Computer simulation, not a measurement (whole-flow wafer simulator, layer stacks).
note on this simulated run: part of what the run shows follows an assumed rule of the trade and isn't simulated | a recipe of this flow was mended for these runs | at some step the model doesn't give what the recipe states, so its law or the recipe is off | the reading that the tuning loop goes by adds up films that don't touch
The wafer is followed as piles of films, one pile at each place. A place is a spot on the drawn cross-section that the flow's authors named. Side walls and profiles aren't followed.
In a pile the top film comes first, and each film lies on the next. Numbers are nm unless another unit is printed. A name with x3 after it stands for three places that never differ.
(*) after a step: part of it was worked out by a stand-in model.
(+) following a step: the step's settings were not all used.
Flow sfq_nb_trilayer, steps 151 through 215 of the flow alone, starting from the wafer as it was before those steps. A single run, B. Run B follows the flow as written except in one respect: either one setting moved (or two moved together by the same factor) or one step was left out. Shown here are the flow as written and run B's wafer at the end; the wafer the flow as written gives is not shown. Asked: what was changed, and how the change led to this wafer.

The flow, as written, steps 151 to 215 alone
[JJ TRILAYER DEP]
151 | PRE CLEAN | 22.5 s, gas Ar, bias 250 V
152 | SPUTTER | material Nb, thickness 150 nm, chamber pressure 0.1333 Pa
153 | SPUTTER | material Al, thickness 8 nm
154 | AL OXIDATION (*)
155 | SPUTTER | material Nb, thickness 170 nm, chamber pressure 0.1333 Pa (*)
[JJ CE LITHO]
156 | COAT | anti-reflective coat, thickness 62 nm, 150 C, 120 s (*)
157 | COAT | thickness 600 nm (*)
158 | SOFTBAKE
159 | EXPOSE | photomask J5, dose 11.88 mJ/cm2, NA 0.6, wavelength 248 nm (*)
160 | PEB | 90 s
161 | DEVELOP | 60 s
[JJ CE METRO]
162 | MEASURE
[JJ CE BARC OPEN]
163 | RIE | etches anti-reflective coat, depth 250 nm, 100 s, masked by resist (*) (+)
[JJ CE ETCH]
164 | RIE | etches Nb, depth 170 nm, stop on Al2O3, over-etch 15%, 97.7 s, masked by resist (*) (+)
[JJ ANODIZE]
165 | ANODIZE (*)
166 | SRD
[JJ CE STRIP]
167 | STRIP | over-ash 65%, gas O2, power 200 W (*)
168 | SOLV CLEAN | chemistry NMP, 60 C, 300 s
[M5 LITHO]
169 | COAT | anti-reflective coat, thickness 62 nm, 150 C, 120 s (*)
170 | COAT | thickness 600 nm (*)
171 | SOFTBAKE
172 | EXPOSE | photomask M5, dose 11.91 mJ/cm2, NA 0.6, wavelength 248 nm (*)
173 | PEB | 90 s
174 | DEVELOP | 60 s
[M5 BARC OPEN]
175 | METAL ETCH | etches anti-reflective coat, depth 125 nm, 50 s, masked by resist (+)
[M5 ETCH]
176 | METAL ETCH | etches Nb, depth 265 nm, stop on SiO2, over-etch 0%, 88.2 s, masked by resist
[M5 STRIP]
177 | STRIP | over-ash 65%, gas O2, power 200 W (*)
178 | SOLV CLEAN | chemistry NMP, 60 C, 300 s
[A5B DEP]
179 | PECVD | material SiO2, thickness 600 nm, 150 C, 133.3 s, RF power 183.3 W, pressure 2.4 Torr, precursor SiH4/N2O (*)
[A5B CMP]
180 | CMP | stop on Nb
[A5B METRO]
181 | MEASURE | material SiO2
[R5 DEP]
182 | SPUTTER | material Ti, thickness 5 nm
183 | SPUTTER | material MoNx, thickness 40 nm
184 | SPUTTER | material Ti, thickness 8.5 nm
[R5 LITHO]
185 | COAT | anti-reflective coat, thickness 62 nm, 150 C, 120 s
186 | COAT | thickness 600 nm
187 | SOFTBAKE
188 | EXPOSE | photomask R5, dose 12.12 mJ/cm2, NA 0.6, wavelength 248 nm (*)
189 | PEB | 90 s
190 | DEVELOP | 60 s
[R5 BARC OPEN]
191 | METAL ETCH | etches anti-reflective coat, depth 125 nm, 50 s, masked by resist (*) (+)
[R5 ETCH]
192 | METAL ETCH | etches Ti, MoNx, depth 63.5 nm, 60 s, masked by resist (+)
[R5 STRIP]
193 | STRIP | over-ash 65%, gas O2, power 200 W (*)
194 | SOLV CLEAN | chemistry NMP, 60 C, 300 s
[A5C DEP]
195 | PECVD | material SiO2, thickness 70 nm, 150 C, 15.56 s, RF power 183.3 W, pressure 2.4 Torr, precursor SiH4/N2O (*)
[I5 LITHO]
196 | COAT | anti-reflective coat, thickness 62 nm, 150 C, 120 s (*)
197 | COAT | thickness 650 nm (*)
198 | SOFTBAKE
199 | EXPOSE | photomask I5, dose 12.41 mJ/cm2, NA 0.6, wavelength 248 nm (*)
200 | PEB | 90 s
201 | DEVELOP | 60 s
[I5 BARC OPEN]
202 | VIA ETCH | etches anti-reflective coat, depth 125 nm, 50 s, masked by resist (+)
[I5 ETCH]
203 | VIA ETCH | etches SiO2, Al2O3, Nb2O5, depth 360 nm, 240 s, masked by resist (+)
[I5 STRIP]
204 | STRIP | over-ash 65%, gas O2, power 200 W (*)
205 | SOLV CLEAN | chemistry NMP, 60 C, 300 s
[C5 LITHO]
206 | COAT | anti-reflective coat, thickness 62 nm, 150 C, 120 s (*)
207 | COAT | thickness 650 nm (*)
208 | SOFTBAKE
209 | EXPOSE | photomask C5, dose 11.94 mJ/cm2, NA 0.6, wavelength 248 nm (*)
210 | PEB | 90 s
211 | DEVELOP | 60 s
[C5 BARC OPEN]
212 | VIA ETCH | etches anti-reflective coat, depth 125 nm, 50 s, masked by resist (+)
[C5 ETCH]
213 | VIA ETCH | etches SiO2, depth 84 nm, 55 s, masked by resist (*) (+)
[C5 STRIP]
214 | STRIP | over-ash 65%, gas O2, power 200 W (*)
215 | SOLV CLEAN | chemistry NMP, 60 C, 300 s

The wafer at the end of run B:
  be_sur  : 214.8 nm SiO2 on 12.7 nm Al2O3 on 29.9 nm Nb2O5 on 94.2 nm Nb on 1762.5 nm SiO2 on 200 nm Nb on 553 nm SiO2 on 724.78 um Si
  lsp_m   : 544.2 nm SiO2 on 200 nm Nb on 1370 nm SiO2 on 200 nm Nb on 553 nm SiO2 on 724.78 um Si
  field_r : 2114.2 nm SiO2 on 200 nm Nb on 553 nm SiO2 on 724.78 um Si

What caused this: step 152, SPUTTER: thickness 105 nm was run, whereas the flow has thickness 150 nm.

How this came from the change, step by step:
  152 | SPUTTER | material Nb, thickness 150 nm, chamber pressure 0.1333 Pa
      field_l, v_sur, via_sp and 100 more: +105 Nb (new film) (it would be, as written: +150 Nb (new film))
      via_wl, via_wr: +74.6 Nb (it would be, as written: +129.8 Nb)
      (as well as at 1 more place)
  155 | SPUTTER | material Nb, thickness 170 nm, chamber pressure 0.1333 Pa (*)
      via_w: +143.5 Nb (new film) (it would be, as written: +140.2 Nb (new film))
  156 | COAT | anti-reflective coat, thickness 62 nm, 150 C, 120 s (*)
      via_wl, via_wr: +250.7 anti-reflective coat (new film) (it would be, as written: +224.3 anti-reflective coat (new film))
      via_w: +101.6 anti-reflective coat (new film) (it would be, as written: +97.3 anti-reflective coat (new film))
  157 | COAT | thickness 600 nm (*)
      via_w: +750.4 KrF-resist-other-grade (new film) (it would be, as written: +766.6 KrF-resist-other-grade (new film))
  161 | DEVELOP | 60 s
      via_w: -748.8 KrF-resist-other-grade (all of it) (it would be, as written: -764.9 KrF-resist-other-grade (all of it))
  163 | RIE | etches anti-reflective coat, depth 250 nm, 100 s, masked by resist (*) (+)
      via_wl, via_wr: -250 anti-reflective coat (it would be, as written: -224.3 anti-reflective coat (all of it))
      via_w: -101.6 anti-reflective coat (all of it) (it would be, as written: -97.3 anti-reflective coat (all of it))
  164 | RIE | etches Nb, depth 170 nm, stop on Al2O3, over-etch 15%, 97.7 s, masked by resist (*) (+)
      via_wl, via_wr: -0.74 anti-reflective coat (all of it), -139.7 Nb (all of it), -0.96 Al2O3 (all of it) (it would be, as written: -139.9 Nb (all of it), -0.96 Al2O3 (all of it))
      via_w: -143.5 Nb (all of it), -0.96 Al2O3 (all of it) (it would be, as written: -140.2 Nb (all of it), -0.96 Al2O3 (all of it))
  169 | COAT | anti-reflective coat, thickness 62 nm, 150 C, 120 s (*)
      via_wl, via_wr: +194 anti-reflective coat (new film) (it would be, as written: +184 anti-reflective coat (new film))
      via_w: +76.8 anti-reflective coat (new film) (it would be, as written: +82.9 anti-reflective coat (new film))
  176 | METAL ETCH | etches Nb, depth 265 nm, stop on SiO2, over-etch 0%, 88.2 s, masked by resist
      field_l, res, r_end and 47 more: -12.6 Al2O3 (all of it), -29.9 Nb2O5 (all of it), -94.2 Nb (all of it), -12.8 SiO2 (it would be, as written: -12.6 Al2O3 (all of it), -29.9 Nb2O5 (all of it), -139.2 Nb (all of it), -8.33 SiO2)
      r_sur, wl_a_sl, wl_a_m6: -12.5 Al2O3 (all of it), -29.9 Nb2O5 (all of it), -94.2 Nb (all of it), -12.8 SiO2 (it would be, as written: -12.5 Al2O3 (all of it), -29.9 Nb2O5 (all of it), -139.2 Nb (all of it), -8.33 SiO2)
  177 | STRIP | over-ash 65%, gas O2, power 200 W (*)
      via_wl: -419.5 KrF-resist-other-grade (all of it), -194 anti-reflective coat (all of it) (it would be, as written: -418.2 KrF-resist-other-grade (all of it), -184 anti-reflective coat (all of it))
      via_w: -503.8 KrF-resist-other-grade (all of it), -76.8 anti-reflective coat (all of it) (it would be, as written: -509.5 KrF-resist-other-grade (all of it), -82.9 anti-reflective coat (all of it))
      (as well as at 1 more place)
  179 | PECVD | material SiO2, thickness 600 nm, 150 C, 133.3 s, RF power 183.3 W, pressure 2.4 Torr, precursor SiH4/N2O (*)
      via_wl, via_wr: +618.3 SiO2 (new film) (it would be, as written: +600 SiO2 (new film))
  180 | CMP | stop on Nb
      field_l, lsp_m, ln_m6 and 44 more: -303.8 SiO2 (it would be, as written: -263.3 SiO2)
      r_sur, res, r_end, moat, field_r, lsp_l: -303.8 SiO2 (it would be, as written: -256.4 SiO2)
      (as well as at 3 more places)
